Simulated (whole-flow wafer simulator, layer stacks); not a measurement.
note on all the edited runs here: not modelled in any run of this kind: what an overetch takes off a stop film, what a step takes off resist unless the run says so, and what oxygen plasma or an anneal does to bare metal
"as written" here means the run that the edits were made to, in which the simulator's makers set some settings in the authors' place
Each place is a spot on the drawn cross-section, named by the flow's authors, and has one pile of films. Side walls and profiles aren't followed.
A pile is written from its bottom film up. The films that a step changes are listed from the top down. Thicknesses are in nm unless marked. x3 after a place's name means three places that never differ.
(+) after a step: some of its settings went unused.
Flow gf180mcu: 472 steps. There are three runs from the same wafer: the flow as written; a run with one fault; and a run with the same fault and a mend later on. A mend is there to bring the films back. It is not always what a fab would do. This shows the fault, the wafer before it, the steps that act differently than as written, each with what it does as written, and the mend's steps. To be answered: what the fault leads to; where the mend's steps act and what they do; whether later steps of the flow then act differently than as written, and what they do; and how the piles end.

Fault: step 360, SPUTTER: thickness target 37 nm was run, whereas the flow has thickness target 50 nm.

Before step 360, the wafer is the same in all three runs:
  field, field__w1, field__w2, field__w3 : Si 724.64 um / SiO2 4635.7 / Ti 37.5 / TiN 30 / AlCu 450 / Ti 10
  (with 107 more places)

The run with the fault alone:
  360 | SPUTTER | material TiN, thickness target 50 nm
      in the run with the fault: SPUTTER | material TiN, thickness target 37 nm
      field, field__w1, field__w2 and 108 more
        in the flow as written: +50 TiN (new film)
        in the run with the fault: +37 TiN (new film)
  Later steps of the flow acting differently than as written (4 other steps are not shown; they differ only slightly, by no more than 2% or 0.5 nm, whichever is larger):
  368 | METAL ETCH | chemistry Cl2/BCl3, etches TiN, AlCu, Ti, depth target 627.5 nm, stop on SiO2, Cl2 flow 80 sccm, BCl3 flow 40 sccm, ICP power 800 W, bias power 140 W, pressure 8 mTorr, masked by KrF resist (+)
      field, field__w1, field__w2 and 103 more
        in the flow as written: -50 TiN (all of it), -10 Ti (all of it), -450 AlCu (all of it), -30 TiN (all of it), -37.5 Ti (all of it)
        in the run with the fault: -37 TiN (all of it), -10 Ti (all of it), -450 AlCu (all of it), -30 TiN (all of it), -37.5 Ti (all of it)
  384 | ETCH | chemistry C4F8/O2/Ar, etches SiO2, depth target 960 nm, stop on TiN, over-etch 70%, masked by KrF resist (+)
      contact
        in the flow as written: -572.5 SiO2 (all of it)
        in the run with the fault: -585.5 SiO2 (all of it)
  At field__w8, contact, m1, m1__w1, m1_nw, the piles at the end differ from the flow's by more than 2% or 0.5 nm, whichever is larger.
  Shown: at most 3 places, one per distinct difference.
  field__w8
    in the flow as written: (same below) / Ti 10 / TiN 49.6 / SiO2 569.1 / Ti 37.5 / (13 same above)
    in the run with the fault: (same below) / Ti 10 / TiN 36.6 / SiO2 582.1 / Ti 37.5 / (13 same above)
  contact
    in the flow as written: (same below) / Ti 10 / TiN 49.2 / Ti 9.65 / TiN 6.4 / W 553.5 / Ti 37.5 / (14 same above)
    in the run with the fault: (same below) / Ti 10 / TiN 36.2 / Ti 9.58 / TiN 6.36 / W 566.6 / Ti 37.5 / (14 same above)

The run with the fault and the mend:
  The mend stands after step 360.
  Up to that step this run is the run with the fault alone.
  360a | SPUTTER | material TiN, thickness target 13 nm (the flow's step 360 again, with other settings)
      field, field__w1, field__w2 and 108 more
        +13 TiN
  Every later step of the flow that is run acts as written at every place that is followed.
  By the end, the piles equal the flow's at every place that both follow.
